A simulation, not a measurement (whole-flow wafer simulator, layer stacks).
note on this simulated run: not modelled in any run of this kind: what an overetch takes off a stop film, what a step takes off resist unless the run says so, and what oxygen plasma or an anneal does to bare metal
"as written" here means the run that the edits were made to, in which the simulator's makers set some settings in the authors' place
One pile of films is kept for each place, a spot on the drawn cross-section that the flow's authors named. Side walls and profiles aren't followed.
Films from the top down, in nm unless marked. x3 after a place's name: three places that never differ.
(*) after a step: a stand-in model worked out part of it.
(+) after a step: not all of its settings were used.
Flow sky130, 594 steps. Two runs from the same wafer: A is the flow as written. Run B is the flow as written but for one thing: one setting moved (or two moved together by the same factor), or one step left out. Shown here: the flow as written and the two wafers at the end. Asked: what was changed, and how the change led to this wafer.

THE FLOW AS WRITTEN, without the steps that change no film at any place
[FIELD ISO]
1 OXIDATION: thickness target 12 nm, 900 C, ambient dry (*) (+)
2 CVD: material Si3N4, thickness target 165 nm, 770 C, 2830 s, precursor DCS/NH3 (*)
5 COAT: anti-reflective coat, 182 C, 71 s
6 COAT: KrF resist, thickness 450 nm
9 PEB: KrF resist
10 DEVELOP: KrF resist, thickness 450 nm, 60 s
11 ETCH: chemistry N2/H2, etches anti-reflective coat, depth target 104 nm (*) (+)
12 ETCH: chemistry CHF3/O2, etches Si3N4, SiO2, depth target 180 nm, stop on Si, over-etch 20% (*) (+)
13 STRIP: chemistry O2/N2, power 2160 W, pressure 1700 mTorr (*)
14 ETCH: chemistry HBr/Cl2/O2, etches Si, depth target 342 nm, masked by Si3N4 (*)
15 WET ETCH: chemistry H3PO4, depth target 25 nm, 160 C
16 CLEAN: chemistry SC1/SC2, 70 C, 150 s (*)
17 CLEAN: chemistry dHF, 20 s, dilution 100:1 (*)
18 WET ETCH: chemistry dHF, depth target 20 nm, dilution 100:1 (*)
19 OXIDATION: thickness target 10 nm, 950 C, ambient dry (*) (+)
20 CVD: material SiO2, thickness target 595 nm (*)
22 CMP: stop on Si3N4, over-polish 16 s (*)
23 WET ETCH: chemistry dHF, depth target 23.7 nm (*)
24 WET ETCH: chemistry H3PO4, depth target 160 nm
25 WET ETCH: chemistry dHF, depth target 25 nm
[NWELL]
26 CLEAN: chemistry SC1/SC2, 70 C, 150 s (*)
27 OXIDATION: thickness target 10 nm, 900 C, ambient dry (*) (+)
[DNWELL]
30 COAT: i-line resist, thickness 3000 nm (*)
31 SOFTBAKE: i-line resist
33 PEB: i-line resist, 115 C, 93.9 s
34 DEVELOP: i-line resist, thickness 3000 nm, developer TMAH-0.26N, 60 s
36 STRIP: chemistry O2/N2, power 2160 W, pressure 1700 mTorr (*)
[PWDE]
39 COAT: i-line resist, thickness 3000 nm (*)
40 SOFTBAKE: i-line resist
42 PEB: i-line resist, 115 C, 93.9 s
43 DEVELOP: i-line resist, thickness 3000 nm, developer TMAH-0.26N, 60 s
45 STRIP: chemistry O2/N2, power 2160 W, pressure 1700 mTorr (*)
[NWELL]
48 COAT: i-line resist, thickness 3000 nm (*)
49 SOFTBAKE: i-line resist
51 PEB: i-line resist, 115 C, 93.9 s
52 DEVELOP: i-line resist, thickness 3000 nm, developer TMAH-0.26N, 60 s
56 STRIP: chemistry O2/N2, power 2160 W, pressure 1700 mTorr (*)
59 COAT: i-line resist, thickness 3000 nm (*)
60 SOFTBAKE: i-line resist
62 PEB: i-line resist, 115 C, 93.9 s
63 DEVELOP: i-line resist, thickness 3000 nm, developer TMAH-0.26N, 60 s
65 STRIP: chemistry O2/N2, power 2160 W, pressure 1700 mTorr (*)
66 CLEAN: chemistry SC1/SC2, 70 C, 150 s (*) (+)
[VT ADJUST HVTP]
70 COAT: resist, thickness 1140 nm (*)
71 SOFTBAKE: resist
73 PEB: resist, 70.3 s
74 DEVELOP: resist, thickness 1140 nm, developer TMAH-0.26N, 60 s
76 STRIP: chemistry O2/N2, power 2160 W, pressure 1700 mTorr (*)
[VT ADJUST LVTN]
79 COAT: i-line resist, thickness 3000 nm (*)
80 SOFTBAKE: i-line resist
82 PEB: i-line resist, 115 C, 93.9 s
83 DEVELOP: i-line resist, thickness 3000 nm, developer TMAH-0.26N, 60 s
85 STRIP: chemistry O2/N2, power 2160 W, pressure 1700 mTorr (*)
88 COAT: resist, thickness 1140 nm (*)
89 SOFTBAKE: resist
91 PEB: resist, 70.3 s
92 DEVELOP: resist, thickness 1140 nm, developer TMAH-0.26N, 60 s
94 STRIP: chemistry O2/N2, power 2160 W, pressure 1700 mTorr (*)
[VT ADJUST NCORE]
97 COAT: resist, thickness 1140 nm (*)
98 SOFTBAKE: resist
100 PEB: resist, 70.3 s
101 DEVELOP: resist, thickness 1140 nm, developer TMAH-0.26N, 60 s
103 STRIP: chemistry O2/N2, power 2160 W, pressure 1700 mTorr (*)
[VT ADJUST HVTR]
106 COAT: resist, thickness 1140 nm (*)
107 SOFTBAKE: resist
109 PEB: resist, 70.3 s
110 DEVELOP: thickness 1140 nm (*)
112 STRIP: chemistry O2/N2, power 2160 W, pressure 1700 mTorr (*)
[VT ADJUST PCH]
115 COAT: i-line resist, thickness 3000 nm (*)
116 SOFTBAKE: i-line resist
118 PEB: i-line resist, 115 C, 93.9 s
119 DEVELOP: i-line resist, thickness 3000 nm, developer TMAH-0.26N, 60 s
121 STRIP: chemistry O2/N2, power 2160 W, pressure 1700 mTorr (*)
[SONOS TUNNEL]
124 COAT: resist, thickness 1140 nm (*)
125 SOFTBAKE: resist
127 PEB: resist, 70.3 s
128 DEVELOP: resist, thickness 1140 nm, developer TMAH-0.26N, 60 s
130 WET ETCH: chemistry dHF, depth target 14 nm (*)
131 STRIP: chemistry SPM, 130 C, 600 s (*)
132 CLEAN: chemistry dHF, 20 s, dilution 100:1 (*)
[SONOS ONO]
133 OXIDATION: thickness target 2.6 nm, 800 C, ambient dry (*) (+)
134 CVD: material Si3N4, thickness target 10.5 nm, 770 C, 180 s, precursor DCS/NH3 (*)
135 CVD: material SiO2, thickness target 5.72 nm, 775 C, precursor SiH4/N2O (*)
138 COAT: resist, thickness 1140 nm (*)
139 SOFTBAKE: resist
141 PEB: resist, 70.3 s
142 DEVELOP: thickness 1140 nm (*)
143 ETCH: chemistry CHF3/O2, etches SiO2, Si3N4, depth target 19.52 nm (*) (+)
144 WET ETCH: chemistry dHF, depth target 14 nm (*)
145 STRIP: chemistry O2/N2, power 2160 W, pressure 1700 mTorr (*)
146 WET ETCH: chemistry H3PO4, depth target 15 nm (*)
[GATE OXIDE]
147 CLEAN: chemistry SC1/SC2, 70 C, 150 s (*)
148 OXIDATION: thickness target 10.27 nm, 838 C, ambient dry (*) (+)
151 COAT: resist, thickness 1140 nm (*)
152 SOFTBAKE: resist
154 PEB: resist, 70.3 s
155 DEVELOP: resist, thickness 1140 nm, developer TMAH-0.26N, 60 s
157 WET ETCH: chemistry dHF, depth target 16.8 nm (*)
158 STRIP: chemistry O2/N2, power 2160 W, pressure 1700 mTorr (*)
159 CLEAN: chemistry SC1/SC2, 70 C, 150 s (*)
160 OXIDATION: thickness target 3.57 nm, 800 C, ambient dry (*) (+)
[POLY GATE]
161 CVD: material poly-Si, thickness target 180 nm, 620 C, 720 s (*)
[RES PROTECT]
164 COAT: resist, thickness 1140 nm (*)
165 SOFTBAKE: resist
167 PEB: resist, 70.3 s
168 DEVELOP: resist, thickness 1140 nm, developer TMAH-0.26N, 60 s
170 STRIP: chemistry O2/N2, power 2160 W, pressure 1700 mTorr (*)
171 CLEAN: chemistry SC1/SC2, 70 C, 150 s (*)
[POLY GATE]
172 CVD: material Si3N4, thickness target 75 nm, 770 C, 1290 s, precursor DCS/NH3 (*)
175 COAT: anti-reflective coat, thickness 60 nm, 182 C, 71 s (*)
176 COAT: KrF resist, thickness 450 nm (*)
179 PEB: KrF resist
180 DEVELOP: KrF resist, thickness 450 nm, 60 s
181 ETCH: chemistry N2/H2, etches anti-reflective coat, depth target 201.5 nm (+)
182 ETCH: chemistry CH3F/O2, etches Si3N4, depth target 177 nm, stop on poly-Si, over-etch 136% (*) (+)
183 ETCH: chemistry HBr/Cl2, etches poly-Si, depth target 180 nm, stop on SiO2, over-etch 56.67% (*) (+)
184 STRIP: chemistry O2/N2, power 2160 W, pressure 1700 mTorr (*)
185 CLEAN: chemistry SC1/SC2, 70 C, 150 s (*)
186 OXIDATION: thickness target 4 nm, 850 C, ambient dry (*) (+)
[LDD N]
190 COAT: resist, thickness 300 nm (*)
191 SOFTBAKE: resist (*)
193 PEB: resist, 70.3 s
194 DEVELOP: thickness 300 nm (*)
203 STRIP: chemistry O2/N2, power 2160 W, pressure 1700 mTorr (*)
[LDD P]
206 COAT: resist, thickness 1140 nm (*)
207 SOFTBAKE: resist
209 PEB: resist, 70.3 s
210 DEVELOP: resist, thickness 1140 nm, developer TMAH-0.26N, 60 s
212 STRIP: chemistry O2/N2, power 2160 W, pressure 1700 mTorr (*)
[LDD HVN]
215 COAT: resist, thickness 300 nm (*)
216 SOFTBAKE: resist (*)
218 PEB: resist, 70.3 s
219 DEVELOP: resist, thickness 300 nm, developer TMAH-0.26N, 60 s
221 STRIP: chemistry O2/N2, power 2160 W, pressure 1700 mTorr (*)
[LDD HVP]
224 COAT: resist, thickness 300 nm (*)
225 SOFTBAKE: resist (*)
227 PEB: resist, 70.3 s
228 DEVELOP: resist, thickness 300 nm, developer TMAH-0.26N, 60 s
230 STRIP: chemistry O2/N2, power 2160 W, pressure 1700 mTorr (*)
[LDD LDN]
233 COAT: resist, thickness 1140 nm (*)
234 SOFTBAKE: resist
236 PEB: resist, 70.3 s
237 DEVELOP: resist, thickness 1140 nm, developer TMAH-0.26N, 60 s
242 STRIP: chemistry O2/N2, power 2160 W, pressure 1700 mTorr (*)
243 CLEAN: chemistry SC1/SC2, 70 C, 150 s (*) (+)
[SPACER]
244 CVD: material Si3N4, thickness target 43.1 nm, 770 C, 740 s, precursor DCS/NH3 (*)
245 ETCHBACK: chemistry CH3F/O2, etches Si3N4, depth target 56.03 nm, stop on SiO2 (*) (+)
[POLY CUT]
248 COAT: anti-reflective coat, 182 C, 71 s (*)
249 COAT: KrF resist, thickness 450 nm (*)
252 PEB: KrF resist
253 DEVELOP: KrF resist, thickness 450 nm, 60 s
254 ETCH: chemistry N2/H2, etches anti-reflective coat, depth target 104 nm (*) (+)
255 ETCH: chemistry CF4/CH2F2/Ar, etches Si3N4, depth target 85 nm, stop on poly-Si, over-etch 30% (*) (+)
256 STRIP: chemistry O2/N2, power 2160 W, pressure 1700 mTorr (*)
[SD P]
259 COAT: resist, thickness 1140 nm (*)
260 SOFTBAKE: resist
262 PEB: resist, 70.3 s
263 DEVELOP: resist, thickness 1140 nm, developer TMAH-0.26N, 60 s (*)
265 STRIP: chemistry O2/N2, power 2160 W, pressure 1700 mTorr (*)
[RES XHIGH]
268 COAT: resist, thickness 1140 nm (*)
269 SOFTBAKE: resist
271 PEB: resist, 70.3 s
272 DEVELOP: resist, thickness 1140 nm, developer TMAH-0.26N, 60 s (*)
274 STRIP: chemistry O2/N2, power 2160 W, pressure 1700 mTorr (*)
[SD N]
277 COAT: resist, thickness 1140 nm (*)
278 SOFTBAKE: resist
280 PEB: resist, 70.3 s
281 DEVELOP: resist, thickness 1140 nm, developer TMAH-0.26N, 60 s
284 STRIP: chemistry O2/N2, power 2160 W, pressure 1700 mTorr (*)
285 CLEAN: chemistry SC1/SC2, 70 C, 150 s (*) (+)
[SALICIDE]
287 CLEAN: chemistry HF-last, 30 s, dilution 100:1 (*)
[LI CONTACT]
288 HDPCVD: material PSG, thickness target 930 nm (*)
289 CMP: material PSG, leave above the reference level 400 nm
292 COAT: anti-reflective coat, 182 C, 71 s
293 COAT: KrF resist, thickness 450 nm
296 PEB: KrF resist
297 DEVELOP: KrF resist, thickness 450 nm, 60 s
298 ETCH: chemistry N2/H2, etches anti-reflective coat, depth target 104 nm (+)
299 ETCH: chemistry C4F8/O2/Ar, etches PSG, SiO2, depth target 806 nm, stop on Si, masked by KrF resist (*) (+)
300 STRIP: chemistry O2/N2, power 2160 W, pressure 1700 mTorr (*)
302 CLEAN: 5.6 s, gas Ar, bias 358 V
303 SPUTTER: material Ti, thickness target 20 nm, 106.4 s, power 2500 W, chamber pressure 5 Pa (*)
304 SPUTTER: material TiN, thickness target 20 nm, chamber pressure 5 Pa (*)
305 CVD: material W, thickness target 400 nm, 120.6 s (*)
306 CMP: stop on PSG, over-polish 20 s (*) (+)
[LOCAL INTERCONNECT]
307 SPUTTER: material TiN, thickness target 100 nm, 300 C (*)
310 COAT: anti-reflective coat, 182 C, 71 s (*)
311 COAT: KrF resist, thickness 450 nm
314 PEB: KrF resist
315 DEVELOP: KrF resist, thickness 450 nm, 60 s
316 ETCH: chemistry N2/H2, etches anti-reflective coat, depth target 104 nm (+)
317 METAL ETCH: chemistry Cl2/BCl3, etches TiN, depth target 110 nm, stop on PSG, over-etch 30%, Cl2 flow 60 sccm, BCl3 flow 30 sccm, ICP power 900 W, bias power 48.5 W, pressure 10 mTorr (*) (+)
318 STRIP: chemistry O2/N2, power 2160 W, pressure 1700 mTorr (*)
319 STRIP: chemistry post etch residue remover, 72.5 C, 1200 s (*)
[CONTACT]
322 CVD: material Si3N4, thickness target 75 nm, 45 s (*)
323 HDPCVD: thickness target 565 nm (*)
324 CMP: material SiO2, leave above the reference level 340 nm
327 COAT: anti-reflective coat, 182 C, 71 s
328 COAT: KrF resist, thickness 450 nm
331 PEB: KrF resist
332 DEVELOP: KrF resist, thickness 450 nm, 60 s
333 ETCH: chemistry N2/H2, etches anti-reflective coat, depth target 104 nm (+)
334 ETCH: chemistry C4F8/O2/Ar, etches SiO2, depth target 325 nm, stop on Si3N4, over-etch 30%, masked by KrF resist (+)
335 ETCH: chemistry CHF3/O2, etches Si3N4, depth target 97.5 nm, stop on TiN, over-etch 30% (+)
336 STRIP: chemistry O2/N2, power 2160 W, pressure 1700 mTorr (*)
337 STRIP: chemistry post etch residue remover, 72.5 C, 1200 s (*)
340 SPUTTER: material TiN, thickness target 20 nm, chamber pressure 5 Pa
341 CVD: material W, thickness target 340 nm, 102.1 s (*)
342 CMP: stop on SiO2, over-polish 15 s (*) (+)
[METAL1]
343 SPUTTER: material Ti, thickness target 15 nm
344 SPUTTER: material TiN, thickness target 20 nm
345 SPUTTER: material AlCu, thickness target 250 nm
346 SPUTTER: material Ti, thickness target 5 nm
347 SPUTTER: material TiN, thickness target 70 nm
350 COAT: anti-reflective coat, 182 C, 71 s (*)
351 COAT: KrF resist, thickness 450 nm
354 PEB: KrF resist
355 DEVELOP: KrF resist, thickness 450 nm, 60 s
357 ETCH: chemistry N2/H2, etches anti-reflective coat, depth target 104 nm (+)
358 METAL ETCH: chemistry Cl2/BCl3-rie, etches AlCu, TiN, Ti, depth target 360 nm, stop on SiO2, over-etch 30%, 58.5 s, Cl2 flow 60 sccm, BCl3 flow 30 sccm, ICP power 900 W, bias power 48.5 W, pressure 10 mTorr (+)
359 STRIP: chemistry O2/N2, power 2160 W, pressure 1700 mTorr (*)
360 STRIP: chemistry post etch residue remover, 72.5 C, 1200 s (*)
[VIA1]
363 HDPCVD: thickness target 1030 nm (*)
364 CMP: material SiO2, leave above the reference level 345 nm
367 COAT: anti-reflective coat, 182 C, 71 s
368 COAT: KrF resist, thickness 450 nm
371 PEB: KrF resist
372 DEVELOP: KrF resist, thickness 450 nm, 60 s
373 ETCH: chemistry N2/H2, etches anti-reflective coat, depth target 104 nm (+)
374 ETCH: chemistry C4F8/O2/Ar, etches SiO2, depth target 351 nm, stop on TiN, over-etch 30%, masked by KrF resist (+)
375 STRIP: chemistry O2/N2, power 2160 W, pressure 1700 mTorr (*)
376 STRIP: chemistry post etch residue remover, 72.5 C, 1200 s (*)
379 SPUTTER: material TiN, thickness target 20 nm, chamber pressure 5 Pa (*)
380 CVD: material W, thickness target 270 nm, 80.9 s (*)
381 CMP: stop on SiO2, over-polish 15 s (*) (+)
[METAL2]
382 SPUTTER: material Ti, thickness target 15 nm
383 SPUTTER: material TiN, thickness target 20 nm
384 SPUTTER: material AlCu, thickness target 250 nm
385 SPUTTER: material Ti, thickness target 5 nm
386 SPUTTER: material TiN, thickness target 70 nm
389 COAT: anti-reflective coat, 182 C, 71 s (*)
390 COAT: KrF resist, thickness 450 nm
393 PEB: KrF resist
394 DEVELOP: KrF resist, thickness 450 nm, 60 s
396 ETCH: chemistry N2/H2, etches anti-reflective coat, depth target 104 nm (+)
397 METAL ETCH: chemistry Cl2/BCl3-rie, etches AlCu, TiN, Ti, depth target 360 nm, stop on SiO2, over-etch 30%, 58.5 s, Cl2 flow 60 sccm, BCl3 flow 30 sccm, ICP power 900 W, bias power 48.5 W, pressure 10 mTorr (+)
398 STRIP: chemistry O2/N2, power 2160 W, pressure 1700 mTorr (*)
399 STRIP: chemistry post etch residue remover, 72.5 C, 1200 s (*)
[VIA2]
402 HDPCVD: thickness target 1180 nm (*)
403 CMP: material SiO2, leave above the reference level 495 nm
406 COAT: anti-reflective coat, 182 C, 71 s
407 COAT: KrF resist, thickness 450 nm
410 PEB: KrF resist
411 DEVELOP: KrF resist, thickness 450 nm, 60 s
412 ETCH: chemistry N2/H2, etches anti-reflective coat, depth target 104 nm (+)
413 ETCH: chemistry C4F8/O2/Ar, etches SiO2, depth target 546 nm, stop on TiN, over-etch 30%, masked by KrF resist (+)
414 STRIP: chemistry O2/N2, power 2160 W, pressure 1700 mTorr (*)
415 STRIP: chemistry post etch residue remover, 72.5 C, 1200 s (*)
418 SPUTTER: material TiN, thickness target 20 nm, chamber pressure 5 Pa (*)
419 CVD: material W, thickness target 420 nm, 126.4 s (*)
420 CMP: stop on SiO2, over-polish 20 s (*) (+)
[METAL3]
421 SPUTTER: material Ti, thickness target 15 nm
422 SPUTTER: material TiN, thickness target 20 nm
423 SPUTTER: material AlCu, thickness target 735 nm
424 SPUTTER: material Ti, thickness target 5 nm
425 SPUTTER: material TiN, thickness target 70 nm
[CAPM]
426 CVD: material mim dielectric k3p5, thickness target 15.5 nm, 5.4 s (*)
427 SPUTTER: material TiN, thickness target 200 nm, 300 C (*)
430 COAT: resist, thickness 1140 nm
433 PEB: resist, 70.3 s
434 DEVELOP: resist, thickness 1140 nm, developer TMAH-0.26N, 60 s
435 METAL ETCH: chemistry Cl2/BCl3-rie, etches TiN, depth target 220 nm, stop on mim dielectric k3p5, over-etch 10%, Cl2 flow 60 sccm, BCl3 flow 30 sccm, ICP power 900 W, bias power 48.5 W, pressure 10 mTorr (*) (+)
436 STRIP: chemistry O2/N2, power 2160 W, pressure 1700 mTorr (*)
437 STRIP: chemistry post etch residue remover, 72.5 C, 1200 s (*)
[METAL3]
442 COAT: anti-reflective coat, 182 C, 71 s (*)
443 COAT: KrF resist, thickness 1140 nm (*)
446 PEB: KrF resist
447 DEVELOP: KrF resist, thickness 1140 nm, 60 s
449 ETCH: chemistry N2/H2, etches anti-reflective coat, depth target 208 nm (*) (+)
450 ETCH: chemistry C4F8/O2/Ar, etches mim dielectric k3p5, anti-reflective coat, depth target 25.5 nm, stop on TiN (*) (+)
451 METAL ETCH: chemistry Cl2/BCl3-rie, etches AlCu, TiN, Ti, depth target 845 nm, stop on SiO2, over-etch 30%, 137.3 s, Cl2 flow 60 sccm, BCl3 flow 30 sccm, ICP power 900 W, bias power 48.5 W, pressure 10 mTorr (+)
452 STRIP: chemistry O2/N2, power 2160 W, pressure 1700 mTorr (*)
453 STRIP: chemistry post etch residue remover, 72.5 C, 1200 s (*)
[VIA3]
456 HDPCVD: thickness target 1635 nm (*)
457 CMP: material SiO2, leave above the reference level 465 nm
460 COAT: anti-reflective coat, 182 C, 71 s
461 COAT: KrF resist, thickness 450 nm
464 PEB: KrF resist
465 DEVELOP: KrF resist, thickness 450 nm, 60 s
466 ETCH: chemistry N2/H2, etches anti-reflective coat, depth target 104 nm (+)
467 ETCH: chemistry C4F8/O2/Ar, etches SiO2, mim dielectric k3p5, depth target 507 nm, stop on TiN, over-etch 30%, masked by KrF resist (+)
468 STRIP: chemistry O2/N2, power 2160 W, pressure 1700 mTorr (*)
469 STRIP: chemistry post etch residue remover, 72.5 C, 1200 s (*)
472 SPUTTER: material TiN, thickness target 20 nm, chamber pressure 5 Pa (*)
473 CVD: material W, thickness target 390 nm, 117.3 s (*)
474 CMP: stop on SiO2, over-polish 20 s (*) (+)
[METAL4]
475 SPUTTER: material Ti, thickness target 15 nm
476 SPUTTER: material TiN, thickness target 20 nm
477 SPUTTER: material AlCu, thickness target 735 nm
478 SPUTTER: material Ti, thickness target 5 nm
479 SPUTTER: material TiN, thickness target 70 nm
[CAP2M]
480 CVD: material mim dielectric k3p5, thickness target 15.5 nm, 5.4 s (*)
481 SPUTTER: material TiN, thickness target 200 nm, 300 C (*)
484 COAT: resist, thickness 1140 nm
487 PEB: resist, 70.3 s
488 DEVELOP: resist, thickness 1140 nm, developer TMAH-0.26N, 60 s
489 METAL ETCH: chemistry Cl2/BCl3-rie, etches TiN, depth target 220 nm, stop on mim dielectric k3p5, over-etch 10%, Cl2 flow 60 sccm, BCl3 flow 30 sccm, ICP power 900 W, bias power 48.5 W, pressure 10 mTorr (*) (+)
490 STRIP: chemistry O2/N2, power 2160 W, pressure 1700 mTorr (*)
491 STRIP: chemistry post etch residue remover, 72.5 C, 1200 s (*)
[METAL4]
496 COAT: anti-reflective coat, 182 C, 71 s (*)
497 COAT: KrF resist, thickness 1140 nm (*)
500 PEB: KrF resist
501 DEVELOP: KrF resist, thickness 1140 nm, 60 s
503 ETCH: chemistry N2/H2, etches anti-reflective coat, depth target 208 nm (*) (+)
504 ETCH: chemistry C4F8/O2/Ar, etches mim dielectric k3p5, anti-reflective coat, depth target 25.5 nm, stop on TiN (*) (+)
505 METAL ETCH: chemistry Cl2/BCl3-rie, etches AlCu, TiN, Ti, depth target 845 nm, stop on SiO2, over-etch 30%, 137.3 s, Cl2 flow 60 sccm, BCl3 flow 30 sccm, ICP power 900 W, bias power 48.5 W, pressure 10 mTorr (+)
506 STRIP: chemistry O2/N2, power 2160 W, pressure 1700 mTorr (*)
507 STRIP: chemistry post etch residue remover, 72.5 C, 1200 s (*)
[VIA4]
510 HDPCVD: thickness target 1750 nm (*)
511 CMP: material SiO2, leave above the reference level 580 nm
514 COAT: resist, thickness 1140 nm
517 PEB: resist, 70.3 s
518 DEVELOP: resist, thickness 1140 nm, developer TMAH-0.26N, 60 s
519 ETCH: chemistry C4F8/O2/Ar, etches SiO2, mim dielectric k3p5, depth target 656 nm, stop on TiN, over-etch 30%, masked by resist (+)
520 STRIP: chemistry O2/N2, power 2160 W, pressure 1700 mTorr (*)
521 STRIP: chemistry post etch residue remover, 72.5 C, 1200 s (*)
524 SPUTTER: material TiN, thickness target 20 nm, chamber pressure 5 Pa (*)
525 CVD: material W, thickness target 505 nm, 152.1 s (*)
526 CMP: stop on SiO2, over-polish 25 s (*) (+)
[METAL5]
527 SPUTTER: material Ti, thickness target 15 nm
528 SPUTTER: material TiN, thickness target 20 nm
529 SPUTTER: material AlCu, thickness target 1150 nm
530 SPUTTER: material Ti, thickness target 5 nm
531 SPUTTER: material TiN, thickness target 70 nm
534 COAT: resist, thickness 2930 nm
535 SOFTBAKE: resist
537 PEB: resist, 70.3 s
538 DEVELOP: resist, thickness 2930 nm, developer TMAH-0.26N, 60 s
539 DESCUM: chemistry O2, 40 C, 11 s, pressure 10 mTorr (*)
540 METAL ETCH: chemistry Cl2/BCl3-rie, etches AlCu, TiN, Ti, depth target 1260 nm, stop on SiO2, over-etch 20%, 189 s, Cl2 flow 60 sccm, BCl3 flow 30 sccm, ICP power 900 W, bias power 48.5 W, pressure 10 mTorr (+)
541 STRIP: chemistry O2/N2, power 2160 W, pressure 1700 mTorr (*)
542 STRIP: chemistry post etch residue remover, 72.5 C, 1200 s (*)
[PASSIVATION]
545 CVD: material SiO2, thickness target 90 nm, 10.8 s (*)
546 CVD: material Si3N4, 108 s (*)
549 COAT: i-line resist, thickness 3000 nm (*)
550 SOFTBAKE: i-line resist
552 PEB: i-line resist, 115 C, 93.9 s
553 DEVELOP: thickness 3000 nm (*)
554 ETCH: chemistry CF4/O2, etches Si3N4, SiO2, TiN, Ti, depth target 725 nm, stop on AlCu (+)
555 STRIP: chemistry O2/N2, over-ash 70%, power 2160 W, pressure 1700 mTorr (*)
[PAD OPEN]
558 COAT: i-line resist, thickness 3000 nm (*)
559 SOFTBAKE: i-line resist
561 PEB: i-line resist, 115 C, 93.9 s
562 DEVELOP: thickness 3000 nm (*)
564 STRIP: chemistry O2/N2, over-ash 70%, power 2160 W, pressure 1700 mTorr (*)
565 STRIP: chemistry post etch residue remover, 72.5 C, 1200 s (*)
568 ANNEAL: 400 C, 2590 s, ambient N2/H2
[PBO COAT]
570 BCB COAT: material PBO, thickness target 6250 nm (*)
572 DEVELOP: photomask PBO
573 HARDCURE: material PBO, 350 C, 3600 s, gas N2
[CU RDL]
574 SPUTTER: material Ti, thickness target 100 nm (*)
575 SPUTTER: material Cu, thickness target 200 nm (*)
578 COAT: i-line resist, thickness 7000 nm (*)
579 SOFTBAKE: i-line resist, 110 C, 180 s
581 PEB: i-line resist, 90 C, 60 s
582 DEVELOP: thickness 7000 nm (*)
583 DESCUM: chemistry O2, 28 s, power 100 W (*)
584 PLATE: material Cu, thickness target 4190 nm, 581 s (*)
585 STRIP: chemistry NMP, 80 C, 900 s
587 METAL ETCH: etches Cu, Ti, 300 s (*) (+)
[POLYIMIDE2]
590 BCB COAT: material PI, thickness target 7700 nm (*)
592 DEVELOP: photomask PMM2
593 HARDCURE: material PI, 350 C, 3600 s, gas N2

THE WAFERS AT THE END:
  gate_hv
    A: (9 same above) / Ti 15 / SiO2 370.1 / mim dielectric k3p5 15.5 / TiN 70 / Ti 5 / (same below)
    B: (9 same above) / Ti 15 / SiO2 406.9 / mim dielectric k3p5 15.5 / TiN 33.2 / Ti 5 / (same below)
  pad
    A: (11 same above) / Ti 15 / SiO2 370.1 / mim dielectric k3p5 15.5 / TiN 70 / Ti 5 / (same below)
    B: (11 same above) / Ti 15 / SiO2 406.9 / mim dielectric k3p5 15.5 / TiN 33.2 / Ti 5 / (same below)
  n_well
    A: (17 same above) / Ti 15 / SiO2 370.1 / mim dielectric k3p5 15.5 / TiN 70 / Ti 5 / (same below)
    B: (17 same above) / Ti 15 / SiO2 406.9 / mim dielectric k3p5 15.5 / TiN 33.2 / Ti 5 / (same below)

The cause: step 425, SPUTTER: thickness target 33.2 nm was run, where the flow has thickness target 70 nm.
It can be read off the wafer: gate_hv has TiN 33.2, and step 425 as written asks for 70 nm.

How the change led to this, step by step:
  425 SPUTTER: material TiN, thickness target 70 nm
      field, active, n_well and 188 more: A TiN +70 (new film) | B TiN +33.2 (new film)
  451 METAL ETCH: chemistry Cl2/BCl3-rie, etches AlCu, TiN, Ti, depth target 845 nm, stop on SiO2, over-etch 30%, 137.3 s, Cl2 flow 60 sccm, BCl3 flow 30 sccm, ICP power 900 W, bias power 48.5 W, pressure 10 mTorr (+)
      field, gate, spacer and 68 more: A TiN -70 (all of it), Ti -5 (all of it), AlCu -735 (all of it), TiN -20 (all of it), Ti -15 (all of it), SiO2 -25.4 | B TiN -33.2 (all of it), Ti -5 (all of it), AlCu -735 (all of it), TiN -20 (all of it), Ti -15 (all of it), SiO2 -29
      active, vpp_ln, vpp_iso2 and 11 more: A TiN -70 (all of it), Ti -5 (all of it), AlCu -735 (all of it), TiN -20 (all of it), Ti -15 (all of it), SiO2 -25.3 | B TiN -33.2 (all of it), Ti -5 (all of it), AlCu -735 (all of it), TiN -20 (all of it), Ti -15 (all of it), SiO2 -29
  457 CMP: material SiO2, leave above the reference level 465 nm
      n_well, p_well, gate_hv and 99 more: A SiO2 -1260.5 | B SiO2 -1223.7
      mim, mim_edge_plate_strap, mim_edge_plate: A SiO2 -1459.7 | B SiO2 -1422.9
      (and at 2 more places)
  467 ETCH: chemistry C4F8/O2/Ar, etches SiO2, mim dielectric k3p5, depth target 507 nm, stop on TiN, over-etch 30%, masked by KrF resist (+)
      m1: A SiO2 -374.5 (all of it), mim dielectric k3p5 -15.5 (all of it) | B SiO2 -411.3 (all of it), mim dielectric k3p5 -15.5 (all of it)
      via3_hole: A SiO2 -373.9 (all of it), mim dielectric k3p5 -15.5 (all of it) | B SiO2 -410.7 (all of it), mim dielectric k3p5 -15.5 (all of it)
  473 CVD: material W, thickness target 390 nm, 117.3 s (*)
      m1: A W +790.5 (new film) | B W +827.8 (new film)
      via3_hole: A W +789.9 (new film) | B W +827.1 (new film)
